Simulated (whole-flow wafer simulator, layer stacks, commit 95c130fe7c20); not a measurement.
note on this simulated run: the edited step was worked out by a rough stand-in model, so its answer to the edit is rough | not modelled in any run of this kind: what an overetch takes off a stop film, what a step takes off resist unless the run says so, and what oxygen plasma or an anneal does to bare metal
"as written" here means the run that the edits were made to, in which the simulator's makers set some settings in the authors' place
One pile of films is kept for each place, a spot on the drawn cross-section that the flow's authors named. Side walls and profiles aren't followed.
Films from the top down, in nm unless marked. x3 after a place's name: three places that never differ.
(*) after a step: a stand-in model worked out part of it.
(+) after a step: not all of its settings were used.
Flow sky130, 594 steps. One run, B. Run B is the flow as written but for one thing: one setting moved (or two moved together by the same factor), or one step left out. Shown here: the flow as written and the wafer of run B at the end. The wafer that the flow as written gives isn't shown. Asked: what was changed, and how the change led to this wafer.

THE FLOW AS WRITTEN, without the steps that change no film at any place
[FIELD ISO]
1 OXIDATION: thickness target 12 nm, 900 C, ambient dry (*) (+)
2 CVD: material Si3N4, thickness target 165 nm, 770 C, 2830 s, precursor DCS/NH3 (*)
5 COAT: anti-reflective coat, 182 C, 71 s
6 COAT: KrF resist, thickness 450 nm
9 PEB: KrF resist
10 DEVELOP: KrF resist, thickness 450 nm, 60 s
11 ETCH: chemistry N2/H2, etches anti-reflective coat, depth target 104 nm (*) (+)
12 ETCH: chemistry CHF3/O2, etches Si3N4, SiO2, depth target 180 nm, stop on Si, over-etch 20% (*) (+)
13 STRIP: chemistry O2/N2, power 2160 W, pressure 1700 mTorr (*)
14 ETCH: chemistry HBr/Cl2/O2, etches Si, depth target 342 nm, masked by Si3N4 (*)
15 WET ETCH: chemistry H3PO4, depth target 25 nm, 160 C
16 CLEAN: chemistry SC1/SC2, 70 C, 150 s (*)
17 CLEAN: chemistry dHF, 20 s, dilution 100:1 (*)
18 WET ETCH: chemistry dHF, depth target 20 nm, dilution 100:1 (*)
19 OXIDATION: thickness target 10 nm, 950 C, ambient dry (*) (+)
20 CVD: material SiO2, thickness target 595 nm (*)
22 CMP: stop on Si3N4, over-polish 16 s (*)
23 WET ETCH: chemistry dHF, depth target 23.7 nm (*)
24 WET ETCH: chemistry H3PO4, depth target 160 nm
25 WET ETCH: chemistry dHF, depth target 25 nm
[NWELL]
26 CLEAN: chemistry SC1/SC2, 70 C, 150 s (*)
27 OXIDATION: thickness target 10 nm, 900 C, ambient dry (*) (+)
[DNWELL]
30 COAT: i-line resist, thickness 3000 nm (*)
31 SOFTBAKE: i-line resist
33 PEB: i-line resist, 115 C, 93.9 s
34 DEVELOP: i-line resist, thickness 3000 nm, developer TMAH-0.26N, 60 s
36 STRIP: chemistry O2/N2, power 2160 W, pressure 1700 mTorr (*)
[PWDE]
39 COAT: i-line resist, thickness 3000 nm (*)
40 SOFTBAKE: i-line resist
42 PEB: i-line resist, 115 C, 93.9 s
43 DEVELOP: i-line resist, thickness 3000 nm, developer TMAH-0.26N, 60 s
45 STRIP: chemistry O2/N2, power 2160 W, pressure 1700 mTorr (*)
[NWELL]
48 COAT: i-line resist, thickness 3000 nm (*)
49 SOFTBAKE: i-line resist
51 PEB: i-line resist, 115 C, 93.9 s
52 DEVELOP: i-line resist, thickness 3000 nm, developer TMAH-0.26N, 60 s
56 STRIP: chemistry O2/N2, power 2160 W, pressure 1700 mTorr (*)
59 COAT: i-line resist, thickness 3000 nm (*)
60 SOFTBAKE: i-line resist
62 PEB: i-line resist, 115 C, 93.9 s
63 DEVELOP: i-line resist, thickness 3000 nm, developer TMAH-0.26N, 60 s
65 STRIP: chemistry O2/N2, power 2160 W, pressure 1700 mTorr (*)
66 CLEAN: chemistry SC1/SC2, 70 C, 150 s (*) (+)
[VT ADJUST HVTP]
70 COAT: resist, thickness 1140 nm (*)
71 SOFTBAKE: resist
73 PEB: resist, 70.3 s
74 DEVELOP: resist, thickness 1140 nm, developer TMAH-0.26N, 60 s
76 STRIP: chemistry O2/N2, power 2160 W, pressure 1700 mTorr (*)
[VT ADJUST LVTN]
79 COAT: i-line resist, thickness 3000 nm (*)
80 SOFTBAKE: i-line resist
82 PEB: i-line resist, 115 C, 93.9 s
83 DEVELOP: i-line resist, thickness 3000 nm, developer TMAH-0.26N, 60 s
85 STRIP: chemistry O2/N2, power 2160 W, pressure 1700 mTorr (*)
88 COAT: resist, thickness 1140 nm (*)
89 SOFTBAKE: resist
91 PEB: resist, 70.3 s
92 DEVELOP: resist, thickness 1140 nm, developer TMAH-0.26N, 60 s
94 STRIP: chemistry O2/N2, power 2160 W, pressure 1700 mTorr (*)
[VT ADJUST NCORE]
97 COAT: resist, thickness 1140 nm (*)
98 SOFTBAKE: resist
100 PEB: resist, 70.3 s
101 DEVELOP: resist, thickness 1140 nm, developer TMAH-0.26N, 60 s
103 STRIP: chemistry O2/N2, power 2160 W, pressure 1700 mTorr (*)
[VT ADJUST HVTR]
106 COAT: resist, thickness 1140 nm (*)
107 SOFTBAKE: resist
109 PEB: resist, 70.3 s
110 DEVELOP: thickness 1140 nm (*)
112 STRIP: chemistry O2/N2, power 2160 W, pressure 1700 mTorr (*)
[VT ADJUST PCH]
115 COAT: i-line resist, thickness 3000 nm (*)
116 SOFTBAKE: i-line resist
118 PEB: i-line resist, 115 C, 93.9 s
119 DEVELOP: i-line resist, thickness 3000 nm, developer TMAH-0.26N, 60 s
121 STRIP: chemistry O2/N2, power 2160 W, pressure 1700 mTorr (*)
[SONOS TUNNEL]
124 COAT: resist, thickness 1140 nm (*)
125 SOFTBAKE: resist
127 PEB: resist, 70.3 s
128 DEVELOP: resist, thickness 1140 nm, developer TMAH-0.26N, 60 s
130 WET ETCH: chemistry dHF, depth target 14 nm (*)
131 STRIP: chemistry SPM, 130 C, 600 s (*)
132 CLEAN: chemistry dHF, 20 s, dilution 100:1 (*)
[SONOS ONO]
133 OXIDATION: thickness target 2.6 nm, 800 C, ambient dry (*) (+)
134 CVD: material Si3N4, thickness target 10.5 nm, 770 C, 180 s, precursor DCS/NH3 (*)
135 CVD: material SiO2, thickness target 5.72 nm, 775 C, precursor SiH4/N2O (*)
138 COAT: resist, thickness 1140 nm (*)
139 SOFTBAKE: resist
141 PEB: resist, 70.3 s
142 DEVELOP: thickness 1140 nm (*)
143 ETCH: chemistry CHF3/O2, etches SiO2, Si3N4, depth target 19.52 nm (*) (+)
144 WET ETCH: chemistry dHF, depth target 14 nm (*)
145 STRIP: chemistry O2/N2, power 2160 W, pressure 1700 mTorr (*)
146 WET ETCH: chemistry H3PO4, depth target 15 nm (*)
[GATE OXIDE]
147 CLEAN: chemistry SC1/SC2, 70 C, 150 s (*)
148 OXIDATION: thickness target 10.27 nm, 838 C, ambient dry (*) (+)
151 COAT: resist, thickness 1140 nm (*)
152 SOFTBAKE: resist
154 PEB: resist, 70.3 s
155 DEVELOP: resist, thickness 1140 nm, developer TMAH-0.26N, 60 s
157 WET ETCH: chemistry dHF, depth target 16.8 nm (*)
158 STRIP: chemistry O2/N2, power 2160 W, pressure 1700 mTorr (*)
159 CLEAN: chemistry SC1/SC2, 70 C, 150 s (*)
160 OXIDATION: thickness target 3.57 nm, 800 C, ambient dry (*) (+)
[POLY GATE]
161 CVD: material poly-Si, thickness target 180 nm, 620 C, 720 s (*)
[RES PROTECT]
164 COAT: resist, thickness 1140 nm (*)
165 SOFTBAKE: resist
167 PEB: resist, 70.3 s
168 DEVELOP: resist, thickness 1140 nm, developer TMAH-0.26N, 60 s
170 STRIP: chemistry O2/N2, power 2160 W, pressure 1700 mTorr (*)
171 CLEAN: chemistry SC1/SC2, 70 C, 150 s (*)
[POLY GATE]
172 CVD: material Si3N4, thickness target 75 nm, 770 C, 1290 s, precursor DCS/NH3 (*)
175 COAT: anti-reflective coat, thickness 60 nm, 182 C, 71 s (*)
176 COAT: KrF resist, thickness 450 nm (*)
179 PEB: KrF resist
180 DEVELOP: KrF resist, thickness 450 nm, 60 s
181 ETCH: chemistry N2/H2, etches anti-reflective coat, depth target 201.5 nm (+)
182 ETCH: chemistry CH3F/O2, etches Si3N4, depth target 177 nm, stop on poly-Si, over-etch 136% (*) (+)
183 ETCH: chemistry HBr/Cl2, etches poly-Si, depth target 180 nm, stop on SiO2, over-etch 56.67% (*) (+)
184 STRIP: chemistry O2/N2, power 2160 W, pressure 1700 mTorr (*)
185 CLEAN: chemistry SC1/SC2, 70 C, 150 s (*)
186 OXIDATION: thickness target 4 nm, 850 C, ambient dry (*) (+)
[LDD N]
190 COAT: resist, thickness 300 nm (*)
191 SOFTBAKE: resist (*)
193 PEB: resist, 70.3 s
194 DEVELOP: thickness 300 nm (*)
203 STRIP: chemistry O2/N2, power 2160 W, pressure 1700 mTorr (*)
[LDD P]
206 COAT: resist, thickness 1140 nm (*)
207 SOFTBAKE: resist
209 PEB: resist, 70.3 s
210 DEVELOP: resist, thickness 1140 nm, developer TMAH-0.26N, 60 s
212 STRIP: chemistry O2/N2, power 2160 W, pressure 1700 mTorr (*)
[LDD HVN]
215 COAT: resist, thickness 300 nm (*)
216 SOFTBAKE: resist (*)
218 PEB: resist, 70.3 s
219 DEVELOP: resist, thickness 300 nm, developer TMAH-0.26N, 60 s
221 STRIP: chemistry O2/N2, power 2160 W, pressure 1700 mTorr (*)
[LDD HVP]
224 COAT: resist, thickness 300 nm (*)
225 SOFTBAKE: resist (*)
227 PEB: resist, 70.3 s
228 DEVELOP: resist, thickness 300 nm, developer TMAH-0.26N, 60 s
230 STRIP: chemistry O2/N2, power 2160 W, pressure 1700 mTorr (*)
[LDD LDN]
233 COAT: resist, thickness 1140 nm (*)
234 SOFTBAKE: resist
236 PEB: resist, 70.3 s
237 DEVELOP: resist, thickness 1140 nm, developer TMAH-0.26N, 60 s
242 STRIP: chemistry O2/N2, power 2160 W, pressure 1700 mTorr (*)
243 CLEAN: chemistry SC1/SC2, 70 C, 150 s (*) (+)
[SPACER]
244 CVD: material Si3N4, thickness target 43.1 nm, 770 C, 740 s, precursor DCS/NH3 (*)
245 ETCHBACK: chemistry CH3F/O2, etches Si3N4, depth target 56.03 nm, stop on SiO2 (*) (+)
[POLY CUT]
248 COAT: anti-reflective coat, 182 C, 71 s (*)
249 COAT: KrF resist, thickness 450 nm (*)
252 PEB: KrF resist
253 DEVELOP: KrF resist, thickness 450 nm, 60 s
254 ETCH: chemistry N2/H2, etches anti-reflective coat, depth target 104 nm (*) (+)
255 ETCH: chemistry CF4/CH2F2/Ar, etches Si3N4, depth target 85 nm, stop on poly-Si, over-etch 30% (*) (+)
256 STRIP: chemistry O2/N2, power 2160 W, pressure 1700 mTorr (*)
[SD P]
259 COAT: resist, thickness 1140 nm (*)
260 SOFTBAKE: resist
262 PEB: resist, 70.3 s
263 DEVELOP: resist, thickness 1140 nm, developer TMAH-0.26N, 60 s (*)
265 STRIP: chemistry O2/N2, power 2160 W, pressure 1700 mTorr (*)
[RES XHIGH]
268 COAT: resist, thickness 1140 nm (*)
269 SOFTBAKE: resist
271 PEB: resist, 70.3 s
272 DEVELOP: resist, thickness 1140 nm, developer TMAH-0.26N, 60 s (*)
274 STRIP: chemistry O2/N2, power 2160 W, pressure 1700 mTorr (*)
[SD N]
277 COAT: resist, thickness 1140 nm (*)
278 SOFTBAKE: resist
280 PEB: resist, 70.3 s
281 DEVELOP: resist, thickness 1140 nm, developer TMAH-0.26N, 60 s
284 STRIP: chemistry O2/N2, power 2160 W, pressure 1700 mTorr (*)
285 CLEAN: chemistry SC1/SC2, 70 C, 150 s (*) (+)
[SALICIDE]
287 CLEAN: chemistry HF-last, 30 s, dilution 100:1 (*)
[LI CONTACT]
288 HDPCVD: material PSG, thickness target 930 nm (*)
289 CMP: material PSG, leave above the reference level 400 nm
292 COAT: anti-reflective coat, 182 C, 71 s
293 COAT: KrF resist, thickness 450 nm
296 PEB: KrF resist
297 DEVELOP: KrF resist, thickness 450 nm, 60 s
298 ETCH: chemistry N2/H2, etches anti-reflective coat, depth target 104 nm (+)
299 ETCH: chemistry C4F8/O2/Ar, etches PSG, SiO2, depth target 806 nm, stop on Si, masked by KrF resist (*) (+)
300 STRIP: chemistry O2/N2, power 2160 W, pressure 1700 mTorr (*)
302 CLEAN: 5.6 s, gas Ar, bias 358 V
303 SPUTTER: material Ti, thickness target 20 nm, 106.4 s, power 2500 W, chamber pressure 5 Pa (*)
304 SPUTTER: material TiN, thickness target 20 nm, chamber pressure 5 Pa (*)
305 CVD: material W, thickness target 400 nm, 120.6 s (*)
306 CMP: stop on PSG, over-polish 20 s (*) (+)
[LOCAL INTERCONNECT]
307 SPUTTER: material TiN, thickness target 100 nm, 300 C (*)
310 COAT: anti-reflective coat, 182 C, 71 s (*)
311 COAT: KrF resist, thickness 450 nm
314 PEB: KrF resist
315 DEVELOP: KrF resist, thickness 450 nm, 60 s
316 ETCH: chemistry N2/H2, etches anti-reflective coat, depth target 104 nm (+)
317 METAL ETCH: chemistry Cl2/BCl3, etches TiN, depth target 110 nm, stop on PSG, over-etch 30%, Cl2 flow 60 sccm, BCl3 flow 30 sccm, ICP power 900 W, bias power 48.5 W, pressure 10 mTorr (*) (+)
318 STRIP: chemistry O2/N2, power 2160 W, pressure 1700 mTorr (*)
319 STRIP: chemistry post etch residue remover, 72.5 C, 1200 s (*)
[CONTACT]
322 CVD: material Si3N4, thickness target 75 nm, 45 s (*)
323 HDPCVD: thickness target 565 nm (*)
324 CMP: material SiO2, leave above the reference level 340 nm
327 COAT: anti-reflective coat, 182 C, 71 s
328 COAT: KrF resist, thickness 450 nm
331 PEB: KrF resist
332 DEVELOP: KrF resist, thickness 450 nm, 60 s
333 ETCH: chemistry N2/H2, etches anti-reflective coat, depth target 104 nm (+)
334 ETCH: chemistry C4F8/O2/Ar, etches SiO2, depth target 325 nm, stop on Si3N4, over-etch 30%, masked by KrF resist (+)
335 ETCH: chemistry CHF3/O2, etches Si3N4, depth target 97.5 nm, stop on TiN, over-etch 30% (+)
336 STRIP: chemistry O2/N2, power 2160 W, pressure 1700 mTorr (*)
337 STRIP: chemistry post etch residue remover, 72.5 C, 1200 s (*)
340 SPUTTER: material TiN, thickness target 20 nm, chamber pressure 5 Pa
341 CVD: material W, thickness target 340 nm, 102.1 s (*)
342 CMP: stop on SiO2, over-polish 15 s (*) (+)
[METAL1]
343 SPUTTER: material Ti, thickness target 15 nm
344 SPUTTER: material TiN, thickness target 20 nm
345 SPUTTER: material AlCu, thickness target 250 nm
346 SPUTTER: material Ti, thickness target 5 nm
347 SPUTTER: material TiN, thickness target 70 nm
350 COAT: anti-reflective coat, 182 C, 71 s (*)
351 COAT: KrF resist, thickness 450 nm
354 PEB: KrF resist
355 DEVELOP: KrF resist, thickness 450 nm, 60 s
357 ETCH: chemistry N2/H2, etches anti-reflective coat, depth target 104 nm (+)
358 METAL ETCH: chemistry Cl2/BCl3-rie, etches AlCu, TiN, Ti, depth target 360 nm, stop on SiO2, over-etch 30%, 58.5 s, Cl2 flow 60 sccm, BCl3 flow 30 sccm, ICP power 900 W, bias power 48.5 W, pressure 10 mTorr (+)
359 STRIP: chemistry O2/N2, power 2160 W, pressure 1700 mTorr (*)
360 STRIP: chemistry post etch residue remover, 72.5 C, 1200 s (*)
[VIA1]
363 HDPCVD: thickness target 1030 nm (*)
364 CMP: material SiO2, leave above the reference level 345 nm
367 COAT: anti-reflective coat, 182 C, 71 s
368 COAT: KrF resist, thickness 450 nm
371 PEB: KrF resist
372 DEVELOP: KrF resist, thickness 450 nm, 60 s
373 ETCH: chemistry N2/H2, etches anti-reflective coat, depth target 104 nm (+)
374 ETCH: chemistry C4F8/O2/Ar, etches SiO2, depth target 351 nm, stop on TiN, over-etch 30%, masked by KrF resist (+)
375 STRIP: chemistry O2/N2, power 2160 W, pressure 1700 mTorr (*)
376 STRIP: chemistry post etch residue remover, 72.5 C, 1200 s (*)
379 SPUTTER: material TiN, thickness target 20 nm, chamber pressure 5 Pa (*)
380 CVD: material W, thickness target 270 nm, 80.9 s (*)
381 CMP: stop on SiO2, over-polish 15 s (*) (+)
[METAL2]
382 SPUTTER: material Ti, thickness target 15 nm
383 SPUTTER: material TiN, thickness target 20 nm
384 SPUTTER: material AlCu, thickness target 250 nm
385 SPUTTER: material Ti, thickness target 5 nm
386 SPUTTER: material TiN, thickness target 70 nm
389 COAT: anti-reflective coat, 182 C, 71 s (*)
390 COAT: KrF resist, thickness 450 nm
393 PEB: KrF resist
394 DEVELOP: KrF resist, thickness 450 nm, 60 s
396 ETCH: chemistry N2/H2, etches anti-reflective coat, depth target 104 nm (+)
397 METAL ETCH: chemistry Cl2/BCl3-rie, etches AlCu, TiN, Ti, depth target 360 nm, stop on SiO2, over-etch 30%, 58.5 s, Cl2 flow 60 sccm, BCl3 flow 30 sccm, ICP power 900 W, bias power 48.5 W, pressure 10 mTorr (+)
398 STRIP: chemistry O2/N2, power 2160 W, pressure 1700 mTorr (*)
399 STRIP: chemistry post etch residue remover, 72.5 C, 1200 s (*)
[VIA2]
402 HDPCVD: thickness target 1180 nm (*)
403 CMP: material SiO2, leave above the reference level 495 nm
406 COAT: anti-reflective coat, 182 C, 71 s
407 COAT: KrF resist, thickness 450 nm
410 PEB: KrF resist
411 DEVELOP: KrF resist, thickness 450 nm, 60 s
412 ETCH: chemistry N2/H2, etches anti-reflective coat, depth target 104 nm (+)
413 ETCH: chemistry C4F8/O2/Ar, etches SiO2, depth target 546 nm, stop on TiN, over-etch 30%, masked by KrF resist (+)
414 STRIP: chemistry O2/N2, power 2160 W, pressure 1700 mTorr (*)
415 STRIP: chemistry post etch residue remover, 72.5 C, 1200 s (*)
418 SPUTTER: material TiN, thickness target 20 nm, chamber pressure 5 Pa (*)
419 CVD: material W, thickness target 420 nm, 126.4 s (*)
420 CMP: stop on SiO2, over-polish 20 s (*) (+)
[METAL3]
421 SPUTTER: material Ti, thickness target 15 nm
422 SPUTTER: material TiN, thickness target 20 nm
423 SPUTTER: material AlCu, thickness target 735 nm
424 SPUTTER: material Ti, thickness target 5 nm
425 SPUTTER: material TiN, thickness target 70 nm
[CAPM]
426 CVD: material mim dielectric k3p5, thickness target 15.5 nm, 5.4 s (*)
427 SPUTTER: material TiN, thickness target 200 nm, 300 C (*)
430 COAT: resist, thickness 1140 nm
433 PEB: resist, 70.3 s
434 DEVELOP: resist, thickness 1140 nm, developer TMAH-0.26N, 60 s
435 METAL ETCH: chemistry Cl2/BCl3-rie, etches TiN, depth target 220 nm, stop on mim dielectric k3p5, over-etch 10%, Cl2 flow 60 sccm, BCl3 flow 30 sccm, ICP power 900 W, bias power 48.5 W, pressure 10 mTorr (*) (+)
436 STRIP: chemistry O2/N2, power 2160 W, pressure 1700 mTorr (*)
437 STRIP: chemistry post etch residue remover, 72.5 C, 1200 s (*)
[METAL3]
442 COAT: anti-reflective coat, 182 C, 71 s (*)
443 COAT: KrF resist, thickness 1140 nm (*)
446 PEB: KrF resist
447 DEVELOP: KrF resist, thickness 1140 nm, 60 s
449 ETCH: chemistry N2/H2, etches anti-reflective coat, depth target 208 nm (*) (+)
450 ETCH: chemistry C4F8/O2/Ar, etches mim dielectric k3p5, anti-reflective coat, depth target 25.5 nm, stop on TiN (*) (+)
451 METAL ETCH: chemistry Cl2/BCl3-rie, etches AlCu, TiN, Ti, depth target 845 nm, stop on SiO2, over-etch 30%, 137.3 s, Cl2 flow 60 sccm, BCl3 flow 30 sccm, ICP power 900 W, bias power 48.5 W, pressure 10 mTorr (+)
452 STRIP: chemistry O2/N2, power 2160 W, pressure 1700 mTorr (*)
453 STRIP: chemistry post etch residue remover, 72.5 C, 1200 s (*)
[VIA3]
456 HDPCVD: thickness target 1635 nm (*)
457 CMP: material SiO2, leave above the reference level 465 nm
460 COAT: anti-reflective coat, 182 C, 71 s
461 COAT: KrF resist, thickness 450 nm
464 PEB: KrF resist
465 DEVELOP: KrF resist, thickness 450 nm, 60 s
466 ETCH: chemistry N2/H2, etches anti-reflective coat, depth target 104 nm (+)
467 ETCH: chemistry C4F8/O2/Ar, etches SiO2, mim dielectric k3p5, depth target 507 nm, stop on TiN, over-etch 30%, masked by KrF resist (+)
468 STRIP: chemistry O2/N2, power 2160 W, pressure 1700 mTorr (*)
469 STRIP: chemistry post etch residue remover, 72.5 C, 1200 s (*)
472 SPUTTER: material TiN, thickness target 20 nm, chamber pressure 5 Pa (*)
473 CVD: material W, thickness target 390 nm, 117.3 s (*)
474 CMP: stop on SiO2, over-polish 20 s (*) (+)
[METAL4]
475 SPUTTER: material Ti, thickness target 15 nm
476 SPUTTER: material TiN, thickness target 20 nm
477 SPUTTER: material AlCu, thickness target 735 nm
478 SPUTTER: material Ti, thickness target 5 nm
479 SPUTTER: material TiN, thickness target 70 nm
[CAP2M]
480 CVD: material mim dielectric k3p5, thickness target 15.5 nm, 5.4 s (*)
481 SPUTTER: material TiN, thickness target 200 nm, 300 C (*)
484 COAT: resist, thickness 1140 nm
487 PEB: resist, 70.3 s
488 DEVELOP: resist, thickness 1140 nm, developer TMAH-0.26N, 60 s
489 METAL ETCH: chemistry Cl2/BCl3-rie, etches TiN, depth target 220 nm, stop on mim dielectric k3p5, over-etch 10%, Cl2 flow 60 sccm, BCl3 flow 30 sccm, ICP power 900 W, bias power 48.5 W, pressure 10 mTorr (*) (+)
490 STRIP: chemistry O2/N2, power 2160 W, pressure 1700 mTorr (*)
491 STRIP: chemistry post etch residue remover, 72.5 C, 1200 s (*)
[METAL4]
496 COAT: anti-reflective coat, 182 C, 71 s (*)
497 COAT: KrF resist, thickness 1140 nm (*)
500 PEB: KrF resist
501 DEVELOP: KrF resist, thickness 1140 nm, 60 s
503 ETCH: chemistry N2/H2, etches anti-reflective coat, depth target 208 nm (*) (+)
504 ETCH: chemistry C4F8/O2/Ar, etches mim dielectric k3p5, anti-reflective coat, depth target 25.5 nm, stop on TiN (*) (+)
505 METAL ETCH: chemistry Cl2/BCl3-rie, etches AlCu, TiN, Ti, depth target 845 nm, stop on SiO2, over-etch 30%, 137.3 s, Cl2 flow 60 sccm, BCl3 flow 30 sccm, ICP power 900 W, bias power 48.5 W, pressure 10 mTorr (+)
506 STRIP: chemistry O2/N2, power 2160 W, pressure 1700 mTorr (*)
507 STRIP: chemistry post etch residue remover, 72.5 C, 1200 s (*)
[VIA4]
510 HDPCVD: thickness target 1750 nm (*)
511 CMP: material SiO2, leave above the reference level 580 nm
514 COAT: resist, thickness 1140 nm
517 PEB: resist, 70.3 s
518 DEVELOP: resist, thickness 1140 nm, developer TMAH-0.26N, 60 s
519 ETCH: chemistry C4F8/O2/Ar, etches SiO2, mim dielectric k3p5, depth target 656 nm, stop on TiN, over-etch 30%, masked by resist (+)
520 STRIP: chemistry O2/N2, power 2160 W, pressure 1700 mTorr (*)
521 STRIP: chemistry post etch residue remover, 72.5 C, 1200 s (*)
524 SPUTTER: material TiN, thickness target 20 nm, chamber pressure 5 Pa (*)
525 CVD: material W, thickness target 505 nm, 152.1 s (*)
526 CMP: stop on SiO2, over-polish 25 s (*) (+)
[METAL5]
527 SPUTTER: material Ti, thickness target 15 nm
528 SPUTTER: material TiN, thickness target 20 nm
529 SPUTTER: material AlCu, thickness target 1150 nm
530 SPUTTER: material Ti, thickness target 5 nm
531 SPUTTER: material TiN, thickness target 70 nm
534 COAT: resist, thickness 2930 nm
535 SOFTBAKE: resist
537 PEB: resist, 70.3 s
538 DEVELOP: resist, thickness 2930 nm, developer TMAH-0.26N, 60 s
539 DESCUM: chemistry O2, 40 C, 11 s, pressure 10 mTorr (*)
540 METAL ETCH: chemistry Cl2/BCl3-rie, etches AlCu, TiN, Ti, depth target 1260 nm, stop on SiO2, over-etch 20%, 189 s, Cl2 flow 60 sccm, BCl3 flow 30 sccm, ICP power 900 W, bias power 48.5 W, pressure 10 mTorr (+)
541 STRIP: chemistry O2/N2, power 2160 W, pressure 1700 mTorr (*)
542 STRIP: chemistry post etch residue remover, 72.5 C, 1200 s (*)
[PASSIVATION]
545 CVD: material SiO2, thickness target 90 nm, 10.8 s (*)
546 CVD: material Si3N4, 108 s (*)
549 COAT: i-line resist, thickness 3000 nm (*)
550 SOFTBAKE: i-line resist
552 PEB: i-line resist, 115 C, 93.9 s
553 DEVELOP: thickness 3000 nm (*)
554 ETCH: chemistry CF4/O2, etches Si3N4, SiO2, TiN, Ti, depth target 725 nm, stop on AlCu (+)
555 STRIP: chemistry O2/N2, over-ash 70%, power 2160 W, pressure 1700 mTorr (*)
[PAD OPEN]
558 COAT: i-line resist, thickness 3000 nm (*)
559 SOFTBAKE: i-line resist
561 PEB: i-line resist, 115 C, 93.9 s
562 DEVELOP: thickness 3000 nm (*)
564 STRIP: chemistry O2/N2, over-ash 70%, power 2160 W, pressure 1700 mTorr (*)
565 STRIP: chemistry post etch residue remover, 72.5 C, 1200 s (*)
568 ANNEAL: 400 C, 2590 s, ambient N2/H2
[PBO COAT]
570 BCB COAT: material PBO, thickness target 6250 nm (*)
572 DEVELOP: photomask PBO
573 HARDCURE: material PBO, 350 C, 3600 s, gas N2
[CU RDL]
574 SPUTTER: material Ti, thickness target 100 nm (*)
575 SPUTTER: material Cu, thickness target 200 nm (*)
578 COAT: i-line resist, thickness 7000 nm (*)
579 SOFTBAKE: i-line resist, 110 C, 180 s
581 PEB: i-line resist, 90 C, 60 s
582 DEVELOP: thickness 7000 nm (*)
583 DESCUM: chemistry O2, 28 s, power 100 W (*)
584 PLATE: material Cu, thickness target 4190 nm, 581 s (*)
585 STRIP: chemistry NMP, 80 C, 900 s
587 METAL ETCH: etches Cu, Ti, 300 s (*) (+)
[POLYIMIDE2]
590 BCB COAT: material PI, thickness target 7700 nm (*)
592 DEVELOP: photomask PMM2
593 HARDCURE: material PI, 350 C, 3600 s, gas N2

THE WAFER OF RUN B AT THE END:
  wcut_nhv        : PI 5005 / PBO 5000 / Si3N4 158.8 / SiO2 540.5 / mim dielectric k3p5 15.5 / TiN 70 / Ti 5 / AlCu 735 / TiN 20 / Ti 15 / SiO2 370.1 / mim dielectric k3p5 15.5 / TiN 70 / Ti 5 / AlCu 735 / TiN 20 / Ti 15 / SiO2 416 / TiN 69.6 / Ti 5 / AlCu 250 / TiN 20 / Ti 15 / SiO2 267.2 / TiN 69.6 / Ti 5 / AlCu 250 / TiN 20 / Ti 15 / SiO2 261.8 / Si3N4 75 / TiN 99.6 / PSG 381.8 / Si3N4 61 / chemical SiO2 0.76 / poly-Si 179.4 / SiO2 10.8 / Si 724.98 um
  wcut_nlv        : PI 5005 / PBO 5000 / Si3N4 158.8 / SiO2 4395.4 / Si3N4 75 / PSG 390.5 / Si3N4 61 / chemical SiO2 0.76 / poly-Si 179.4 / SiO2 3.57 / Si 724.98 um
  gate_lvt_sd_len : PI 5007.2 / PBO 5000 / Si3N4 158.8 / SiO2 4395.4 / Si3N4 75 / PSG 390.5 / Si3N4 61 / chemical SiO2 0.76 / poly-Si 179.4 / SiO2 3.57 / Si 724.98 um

The cause: step 545, CVD: thickness target 58.5 nm was run, where the flow has thickness target 90 nm; step 545, CVD: 7.02 s was run, where the flow has 10.8 s.

How the change led to this, step by step:
  545 CVD: material SiO2, thickness target 90 nm, 10.8 s (*)
      field, active, gate and 175 more: SiO2 +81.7 (as written it would be: SiO2 +125.2)
      n_well, p_well, sd_n and 12 more: SiO2 +81.7 (new film) (as written it would be: SiO2 +125.2 (new film))
  550 SOFTBAKE: i-line resist
      gate_p_lvt, iso_guard_hv_nw: i-line resist +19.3 (as written it would be: i-line resist +20.6)
      active: i-line resist +11.1 (as written it would be: i-line resist +12)
      (and at 54 more places)
  554 ETCH: chemistry CF4/O2, etches Si3N4, SiO2, TiN, Ti, depth target 725 nm, stop on AlCu (+)
      field, active, n_well and 189 more: i-line resist -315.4 (as written it would be: i-line resist -358.9)
      pad: Si3N4 -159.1 (all of it), SiO2 -81.7 (all of it), TiN -69.6 (all of it), Ti -5 (all of it) (as written it would be: Si3N4 -159.1 (all of it), SiO2 -125.2 (all of it), TiN -69.6 (all of it), Ti -5 (all of it))
  555 STRIP: chemistry O2/N2, over-ash 70%, power 2160 W, pressure 1700 mTorr (*)
      n_well, p_well, sd_n, sd_p: i-line resist -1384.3 (all of it) (as written it would be: i-line resist -1340.8 (all of it))
      m1: i-line resist -1405.8 (all of it) (as written it would be: i-line resist -1364.1 (all of it))
      (and at 8 more places)
  558 COAT: i-line resist, thickness 3000 nm (*)
      pad: i-line resist +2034 (new film) (as written it would be: i-line resist +2077.7 (new film))
  559 SOFTBAKE: i-line resist
      gate_p_lvt, iso_guard_hv_nw: i-line resist +19.3 (as written it would be: i-line resist +20.6)
      field: i-line resist +11.6 (as written it would be: i-line resist +12.5)
      (and at 60 more places)
  561 PEB: i-line resist, 115 C, 93.9 s
      pad: i-line resist -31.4 (as written it would be: i-line resist -32.2)
  562 DEVELOP: thickness 3000 nm (*)
      pad: i-line resist -2002.5 (all of it) (as written it would be: i-line resist -2045.5 (all of it))
  578 COAT: i-line resist, thickness 7000 nm (*)
      pad: i-line resist +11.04 um (new film) (as written it would be: i-line resist +11.08 um (new film))
  579 SOFTBAKE: i-line resist, 110 C, 180 s
      ndiff_licon_rim, ndiff_licon: i-line resist -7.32 (as written it would be: i-line resist -8.01)
      mim: i-line resist -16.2 (as written it would be: i-line resist -16.8)
      (and at 22 more places)
  582 DEVELOP: thickness 7000 nm (*)
      pad: i-line resist -11.04 um (all of it) (as written it would be: i-line resist -11.08 um (all of it))
